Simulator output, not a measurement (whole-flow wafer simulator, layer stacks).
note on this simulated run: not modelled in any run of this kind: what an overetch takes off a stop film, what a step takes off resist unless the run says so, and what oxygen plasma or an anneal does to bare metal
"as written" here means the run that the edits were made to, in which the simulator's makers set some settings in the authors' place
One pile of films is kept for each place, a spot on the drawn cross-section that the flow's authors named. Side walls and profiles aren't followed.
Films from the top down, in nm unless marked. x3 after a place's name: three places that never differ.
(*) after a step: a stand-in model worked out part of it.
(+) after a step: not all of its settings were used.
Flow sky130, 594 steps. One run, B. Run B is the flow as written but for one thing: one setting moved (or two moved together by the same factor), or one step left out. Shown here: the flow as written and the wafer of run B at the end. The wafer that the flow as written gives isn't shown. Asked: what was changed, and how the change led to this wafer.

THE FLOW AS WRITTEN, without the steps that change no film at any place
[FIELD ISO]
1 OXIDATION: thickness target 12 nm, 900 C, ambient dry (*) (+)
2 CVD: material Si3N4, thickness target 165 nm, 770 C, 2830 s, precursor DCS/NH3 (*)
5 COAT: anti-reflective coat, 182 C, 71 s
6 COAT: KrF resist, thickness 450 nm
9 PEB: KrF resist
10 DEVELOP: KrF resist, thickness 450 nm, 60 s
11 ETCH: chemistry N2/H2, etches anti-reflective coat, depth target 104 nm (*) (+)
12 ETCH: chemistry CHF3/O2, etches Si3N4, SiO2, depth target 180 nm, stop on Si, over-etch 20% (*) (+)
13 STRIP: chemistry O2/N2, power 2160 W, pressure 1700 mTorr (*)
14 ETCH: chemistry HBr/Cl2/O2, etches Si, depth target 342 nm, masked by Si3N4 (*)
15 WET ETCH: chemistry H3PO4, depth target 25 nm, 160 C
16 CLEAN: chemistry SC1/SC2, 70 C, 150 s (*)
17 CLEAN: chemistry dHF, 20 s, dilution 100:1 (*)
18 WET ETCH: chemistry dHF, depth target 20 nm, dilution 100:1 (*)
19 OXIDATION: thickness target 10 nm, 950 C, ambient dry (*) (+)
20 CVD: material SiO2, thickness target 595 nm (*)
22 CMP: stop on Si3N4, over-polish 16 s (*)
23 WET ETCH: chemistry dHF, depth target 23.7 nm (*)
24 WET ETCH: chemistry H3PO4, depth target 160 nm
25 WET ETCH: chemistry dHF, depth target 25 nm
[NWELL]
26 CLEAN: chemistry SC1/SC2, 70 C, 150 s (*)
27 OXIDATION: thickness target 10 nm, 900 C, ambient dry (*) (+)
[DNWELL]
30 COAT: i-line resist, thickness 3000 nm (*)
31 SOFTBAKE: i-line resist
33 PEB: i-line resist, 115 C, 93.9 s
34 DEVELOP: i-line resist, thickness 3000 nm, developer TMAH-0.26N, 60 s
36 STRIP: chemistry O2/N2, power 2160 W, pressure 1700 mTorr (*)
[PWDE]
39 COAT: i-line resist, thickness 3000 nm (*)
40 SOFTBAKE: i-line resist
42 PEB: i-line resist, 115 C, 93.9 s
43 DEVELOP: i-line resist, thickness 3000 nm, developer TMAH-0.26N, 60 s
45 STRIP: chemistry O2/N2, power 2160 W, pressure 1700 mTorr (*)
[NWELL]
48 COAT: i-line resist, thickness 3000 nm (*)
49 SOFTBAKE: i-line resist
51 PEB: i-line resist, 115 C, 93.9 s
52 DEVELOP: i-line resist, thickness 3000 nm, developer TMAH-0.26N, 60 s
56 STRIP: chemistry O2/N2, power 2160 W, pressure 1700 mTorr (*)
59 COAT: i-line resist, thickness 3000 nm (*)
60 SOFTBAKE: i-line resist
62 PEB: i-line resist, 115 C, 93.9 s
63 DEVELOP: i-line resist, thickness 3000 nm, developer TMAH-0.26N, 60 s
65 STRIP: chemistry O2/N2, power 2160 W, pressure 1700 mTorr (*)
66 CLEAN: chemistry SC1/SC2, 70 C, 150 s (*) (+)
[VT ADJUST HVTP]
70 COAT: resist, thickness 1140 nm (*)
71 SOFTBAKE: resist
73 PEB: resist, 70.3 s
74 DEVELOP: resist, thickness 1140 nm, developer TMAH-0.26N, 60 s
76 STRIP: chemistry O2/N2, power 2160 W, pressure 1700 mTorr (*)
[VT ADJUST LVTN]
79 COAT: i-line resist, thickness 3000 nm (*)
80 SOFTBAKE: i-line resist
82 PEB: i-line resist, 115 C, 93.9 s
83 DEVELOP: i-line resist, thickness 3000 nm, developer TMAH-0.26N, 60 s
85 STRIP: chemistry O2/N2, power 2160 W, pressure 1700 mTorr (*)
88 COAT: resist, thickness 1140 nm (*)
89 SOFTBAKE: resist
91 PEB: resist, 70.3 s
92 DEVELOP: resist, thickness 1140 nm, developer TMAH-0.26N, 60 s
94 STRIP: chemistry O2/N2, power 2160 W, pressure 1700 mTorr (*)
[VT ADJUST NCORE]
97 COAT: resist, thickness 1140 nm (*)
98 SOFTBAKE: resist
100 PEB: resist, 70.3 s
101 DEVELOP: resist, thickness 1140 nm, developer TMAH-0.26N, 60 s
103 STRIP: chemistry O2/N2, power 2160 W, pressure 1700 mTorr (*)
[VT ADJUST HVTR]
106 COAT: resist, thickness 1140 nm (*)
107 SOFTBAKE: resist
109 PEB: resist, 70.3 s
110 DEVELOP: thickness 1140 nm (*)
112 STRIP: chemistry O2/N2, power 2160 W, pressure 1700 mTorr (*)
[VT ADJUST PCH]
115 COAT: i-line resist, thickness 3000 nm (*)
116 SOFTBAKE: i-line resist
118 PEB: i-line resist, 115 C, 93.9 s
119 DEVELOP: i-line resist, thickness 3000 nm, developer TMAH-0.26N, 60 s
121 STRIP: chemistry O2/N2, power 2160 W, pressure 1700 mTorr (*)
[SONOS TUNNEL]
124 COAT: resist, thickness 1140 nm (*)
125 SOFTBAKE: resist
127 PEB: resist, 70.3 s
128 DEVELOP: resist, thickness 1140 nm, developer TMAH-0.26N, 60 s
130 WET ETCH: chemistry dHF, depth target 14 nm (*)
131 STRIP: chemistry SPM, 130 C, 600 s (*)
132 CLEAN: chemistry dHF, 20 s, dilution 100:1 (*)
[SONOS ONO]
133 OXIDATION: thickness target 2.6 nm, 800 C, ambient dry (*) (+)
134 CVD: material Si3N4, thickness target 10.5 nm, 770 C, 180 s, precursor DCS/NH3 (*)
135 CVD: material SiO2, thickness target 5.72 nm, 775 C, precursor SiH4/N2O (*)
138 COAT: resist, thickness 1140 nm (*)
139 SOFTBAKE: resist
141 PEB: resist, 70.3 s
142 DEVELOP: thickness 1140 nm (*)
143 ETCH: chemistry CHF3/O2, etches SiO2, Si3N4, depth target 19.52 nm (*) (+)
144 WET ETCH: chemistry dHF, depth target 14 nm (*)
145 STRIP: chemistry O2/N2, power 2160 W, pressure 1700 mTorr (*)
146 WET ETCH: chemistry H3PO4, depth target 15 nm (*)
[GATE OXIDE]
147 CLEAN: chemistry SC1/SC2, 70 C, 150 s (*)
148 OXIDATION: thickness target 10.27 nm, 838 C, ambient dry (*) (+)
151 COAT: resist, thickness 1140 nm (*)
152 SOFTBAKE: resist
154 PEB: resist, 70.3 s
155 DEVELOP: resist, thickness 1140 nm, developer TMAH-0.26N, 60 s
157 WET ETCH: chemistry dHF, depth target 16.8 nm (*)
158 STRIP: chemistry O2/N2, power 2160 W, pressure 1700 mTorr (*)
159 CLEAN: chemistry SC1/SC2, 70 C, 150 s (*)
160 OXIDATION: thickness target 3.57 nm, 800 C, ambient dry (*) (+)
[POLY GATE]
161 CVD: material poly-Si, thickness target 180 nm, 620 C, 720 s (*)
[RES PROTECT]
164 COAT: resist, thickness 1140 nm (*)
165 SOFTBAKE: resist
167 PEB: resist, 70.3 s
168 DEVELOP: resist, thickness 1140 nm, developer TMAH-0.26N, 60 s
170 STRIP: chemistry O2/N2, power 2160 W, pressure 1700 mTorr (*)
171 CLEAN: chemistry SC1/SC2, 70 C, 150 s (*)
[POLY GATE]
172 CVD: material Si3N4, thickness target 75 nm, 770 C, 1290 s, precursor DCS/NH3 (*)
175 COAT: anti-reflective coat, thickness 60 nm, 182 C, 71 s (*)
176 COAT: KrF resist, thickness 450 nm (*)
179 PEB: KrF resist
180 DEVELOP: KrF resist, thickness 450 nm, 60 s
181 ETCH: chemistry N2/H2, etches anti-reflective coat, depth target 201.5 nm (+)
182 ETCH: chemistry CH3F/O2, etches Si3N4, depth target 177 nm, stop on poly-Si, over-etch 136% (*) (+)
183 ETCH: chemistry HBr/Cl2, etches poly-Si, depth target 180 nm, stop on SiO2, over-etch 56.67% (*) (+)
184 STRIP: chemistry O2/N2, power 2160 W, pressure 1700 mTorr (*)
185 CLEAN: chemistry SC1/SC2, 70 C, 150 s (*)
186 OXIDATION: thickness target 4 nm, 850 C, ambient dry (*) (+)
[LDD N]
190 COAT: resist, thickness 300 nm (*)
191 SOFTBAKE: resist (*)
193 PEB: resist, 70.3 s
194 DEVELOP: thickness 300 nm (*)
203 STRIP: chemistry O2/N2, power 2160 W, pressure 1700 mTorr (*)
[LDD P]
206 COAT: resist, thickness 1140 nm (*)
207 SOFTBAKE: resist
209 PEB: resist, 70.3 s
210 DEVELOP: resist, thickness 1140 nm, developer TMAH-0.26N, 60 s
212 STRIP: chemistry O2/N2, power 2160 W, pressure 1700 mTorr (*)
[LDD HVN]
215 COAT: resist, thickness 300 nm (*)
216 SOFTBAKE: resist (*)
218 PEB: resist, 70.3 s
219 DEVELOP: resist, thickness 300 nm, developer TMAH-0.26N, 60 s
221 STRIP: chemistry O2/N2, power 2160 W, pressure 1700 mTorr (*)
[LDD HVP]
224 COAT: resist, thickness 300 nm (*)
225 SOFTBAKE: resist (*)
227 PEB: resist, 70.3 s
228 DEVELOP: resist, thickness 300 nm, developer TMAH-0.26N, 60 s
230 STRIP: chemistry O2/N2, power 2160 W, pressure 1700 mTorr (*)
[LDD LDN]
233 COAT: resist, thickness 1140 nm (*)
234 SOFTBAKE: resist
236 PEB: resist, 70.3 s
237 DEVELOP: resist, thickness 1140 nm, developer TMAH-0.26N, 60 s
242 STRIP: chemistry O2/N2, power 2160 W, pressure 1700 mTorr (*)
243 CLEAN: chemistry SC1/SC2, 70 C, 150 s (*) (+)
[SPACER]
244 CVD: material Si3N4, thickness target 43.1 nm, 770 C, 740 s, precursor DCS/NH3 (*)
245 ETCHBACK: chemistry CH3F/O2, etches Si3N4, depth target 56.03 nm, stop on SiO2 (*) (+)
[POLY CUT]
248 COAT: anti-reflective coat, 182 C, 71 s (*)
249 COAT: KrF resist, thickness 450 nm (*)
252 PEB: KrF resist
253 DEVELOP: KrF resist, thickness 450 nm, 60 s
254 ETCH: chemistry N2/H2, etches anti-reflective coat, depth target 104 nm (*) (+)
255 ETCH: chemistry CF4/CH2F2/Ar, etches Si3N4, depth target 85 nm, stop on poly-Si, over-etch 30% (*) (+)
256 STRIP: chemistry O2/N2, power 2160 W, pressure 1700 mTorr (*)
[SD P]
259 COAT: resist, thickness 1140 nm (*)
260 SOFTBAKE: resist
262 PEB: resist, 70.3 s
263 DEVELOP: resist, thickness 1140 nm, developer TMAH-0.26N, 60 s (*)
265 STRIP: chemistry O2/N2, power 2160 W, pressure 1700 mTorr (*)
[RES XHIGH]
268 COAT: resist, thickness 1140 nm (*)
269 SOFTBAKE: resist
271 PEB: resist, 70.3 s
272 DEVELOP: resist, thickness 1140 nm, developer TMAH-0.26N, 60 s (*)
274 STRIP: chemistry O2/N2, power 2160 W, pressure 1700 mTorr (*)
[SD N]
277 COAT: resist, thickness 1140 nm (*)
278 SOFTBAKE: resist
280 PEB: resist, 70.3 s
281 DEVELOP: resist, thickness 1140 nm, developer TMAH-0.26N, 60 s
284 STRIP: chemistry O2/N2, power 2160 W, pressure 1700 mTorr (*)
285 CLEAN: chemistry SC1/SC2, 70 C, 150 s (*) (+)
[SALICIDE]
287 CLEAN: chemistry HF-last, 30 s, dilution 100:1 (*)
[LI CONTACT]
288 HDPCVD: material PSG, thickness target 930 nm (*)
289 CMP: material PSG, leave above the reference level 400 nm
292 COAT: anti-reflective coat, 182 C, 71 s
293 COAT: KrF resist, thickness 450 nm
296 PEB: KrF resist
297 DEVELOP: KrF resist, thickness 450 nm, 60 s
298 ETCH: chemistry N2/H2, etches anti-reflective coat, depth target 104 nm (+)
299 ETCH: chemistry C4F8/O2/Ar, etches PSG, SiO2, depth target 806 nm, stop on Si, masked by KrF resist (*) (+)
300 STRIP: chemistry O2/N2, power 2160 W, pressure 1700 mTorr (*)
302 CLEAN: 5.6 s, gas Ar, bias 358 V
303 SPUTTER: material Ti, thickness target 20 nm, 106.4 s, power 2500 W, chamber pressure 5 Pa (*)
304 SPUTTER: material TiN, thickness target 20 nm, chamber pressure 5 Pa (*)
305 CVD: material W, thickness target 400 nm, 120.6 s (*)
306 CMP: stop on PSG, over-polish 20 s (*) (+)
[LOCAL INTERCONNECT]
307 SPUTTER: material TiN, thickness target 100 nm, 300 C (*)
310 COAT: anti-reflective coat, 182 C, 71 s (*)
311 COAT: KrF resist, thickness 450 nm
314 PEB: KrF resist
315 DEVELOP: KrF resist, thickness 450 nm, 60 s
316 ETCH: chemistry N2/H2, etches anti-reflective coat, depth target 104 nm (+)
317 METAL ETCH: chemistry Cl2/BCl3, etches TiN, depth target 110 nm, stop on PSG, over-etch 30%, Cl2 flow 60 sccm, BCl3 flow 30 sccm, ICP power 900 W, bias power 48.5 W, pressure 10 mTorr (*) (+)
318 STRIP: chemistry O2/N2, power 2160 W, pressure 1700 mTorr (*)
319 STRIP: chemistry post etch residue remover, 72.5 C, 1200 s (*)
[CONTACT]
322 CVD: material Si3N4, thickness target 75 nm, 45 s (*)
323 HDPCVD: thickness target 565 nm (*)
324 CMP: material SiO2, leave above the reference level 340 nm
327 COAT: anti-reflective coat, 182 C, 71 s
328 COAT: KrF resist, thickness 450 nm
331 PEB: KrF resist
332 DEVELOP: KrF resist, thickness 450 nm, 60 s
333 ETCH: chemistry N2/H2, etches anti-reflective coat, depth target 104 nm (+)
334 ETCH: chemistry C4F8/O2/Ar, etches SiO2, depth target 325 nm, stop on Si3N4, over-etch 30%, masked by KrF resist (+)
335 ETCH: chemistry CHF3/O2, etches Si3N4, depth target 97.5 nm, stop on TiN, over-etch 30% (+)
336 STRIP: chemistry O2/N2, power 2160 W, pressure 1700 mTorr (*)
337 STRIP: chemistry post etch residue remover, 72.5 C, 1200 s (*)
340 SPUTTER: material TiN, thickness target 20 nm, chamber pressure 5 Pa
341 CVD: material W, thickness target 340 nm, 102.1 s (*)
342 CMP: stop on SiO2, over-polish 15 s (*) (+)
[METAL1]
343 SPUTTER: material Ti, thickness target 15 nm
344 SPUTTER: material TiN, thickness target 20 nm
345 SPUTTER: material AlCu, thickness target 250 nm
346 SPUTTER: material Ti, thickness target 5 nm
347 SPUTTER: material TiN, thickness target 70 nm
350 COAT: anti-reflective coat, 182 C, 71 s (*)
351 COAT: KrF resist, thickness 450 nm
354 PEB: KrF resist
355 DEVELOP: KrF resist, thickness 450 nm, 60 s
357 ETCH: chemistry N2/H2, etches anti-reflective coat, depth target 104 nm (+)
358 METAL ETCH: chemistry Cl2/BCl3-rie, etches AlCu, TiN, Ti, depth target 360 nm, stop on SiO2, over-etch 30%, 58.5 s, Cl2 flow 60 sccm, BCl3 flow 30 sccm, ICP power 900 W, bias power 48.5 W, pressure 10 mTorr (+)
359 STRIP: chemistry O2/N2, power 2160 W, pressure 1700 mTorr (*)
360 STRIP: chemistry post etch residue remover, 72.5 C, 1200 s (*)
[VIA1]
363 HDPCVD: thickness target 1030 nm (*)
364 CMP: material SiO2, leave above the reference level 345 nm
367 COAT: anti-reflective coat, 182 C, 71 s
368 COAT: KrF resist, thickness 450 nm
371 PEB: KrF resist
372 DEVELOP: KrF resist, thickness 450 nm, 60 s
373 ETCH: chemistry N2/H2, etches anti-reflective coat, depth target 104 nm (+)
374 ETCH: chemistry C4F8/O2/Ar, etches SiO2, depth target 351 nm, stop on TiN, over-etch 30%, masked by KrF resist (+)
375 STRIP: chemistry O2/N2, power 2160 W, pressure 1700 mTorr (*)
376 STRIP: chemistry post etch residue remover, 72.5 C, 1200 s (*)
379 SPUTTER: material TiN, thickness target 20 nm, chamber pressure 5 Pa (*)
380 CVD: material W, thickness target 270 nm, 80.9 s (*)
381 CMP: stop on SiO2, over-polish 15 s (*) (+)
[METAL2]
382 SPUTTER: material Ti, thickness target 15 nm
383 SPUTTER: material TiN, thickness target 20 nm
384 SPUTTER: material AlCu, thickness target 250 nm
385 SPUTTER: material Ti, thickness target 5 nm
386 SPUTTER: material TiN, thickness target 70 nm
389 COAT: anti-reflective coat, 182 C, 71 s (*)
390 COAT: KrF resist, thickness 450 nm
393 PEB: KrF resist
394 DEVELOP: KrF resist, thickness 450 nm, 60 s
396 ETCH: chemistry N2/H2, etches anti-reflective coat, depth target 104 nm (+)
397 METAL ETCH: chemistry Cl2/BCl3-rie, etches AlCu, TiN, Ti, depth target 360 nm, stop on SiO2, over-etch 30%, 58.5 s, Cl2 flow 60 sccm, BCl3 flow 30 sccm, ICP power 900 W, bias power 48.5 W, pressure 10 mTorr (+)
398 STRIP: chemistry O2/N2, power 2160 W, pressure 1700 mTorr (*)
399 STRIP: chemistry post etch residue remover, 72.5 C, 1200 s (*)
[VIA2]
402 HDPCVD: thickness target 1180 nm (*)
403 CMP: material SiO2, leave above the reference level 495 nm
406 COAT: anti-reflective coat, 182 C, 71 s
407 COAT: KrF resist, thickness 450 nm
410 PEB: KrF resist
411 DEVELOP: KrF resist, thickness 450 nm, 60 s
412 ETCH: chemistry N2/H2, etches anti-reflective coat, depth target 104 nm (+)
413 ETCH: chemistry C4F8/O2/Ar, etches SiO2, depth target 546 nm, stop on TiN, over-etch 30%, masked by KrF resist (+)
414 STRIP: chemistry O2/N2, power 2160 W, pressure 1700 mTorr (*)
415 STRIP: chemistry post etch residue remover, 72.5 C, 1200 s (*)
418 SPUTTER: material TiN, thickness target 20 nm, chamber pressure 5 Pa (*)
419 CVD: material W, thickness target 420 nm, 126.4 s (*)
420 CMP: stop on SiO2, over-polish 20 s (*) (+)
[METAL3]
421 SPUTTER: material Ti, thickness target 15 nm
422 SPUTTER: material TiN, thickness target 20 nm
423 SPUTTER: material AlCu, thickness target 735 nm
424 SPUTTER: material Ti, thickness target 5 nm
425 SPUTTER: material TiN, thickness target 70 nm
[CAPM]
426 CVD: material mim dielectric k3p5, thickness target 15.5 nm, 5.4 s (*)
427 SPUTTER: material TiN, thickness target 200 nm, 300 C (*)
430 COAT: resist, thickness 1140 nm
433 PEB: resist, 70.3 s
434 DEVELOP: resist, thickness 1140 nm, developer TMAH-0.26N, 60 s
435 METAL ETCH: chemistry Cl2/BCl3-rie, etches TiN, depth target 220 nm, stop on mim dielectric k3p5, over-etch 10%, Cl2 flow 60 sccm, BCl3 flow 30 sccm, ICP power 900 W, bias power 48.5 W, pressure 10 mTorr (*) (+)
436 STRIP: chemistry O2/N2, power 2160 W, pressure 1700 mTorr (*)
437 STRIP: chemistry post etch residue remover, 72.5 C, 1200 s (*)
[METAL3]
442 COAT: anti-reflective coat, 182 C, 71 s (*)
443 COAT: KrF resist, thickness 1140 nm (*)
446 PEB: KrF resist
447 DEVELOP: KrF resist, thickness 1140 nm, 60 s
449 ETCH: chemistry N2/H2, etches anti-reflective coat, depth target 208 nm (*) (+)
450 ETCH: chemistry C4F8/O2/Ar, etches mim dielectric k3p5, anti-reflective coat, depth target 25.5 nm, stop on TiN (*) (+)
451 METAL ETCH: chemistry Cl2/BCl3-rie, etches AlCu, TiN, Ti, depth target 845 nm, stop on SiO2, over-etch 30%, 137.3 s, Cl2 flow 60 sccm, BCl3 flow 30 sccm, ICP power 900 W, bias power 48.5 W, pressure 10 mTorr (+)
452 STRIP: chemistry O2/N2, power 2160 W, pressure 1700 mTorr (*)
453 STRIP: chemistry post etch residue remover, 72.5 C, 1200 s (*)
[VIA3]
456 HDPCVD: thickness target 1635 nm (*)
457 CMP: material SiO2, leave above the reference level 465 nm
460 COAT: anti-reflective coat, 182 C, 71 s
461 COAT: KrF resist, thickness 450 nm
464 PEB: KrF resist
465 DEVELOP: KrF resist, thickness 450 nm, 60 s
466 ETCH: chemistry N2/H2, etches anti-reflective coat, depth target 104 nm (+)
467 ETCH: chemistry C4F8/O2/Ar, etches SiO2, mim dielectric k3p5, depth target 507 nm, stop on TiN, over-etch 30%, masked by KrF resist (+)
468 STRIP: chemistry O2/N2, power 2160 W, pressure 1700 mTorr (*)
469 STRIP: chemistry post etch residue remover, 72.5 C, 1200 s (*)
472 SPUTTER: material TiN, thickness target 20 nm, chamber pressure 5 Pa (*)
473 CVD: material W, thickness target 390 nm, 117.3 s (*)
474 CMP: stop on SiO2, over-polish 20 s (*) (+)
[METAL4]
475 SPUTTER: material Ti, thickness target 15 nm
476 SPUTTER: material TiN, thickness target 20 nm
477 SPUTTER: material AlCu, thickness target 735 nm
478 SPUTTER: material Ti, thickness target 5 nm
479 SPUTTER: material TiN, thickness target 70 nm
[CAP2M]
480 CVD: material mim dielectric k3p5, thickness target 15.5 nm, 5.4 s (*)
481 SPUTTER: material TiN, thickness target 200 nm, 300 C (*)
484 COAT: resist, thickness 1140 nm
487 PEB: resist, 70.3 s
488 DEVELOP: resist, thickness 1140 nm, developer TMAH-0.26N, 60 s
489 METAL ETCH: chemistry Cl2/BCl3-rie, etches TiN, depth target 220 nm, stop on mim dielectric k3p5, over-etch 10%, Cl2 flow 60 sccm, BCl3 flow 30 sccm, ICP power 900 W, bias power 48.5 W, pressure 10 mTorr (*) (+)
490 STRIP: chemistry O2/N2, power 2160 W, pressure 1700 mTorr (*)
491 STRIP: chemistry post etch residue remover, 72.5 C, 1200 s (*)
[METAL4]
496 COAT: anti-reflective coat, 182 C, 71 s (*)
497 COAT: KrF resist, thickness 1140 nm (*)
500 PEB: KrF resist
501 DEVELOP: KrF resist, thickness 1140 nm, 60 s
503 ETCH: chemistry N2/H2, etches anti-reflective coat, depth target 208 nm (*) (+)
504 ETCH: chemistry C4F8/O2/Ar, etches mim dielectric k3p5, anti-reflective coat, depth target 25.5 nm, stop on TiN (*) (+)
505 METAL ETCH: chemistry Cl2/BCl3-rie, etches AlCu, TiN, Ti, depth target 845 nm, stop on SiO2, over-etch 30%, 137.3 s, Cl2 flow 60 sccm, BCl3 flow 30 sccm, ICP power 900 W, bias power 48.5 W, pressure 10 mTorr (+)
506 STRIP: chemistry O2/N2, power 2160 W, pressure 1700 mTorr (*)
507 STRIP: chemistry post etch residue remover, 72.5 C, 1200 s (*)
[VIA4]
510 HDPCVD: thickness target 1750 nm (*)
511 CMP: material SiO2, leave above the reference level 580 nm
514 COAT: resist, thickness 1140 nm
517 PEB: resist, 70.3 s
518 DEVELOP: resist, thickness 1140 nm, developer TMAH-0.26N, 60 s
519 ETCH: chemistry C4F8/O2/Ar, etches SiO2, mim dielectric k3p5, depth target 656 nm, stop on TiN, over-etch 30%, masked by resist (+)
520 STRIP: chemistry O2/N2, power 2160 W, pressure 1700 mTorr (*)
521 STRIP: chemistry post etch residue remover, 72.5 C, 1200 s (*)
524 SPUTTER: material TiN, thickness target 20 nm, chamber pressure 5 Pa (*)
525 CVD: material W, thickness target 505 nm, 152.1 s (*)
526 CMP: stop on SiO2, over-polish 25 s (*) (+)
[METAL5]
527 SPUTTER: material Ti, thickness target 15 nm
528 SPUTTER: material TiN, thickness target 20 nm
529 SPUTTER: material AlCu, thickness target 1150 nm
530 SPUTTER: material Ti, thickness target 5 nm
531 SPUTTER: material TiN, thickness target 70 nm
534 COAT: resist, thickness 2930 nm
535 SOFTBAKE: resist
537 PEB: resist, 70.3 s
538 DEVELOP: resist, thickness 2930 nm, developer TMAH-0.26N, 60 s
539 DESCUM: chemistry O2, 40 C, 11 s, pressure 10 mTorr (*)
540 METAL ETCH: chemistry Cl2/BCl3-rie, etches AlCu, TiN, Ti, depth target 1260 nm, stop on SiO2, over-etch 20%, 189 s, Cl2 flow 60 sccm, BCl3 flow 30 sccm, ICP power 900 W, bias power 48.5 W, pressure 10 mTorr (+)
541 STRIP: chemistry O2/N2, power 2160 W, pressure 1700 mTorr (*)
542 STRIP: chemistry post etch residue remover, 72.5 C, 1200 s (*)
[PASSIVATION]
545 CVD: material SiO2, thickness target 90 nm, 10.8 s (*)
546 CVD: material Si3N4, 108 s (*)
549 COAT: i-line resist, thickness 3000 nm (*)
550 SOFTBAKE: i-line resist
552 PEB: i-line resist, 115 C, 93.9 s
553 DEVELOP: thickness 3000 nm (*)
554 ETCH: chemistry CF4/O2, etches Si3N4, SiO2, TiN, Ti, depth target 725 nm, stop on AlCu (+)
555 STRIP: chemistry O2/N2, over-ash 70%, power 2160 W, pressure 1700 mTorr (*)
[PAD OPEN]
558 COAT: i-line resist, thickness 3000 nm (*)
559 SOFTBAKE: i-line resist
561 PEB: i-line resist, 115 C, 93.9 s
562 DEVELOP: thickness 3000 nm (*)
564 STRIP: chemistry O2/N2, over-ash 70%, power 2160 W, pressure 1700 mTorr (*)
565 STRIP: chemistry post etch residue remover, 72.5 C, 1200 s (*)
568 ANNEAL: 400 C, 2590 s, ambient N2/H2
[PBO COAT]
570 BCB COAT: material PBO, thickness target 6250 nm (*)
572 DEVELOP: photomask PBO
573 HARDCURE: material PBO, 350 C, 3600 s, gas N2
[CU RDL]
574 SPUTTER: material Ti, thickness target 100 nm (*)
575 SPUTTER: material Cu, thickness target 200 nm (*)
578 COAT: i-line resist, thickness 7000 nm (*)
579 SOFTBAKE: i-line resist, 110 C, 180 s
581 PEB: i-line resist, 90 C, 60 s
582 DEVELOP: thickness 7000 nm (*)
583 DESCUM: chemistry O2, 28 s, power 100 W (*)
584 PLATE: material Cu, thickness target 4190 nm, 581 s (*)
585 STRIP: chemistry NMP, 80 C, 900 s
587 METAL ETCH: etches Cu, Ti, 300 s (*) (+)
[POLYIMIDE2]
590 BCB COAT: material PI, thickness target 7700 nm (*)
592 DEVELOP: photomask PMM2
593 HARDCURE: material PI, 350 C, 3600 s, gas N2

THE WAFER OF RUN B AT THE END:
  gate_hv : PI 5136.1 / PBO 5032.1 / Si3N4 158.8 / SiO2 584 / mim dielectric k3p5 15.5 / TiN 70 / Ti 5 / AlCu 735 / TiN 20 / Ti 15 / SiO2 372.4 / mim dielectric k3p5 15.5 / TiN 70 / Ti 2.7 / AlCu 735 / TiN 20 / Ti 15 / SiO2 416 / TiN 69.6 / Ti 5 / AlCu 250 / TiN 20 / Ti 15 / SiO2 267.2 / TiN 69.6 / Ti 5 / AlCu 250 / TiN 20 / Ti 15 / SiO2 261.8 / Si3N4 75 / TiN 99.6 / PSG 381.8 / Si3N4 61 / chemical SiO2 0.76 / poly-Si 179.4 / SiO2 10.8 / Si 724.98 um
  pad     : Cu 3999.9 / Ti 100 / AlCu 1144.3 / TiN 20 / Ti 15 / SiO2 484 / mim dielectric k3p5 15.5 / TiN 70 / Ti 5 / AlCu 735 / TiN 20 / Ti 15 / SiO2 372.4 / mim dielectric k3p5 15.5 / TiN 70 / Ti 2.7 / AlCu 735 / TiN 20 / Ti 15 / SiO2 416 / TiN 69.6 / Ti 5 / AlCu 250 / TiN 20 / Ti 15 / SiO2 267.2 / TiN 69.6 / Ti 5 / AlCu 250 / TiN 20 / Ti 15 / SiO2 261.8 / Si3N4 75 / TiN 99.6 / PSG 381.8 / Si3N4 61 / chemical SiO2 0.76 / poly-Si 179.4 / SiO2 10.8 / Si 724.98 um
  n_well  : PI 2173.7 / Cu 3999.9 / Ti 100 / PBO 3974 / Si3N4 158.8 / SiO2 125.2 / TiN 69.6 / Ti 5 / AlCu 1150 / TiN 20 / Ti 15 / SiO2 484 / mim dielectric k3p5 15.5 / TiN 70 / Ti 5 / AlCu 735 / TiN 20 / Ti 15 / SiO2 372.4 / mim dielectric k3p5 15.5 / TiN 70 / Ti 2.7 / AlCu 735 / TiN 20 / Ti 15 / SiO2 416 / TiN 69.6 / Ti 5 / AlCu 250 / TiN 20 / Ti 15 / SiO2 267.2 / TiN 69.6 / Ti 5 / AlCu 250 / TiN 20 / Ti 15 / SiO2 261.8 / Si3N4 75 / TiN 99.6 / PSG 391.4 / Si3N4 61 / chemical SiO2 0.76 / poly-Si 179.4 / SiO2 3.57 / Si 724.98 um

The cause: step 424, SPUTTER: thickness target 2.7 nm was run, where the flow has thickness target 5 nm.
It can be read off the wafer: gate_hv has Ti 2.7, and step 424 as written asks for 5 nm.

How the change led to this, step by step:
  424 SPUTTER: material Ti, thickness target 5 nm
      field, active, n_well and 188 more: Ti +2.7 (new film) (as written it would be: Ti +5 (new film))
  451 METAL ETCH: chemistry Cl2/BCl3-rie, etches AlCu, TiN, Ti, depth target 845 nm, stop on SiO2, over-etch 30%, 137.3 s, Cl2 flow 60 sccm, BCl3 flow 30 sccm, ICP power 900 W, bias power 48.5 W, pressure 10 mTorr (+)
      field, gate, spacer and 68 more: TiN -70 (all of it), Ti -2.7 (all of it), AlCu -735 (all of it), TiN -20 (all of it), Ti -15 (all of it), SiO2 -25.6 (as written it would be: TiN -70 (all of it), Ti -5 (all of it), AlCu -735 (all of it), TiN -20 (all of it), Ti -15 (all of it), SiO2 -25.4)
      active, vpp_ln, vpp_iso2 and 11 more: TiN -70 (all of it), Ti -2.7 (all of it), AlCu -735 (all of it), TiN -20 (all of it), Ti -15 (all of it), SiO2 -25.6 (as written it would be: TiN -70 (all of it), Ti -5 (all of it), AlCu -735 (all of it), TiN -20 (all of it), Ti -15 (all of it), SiO2 -25.3)
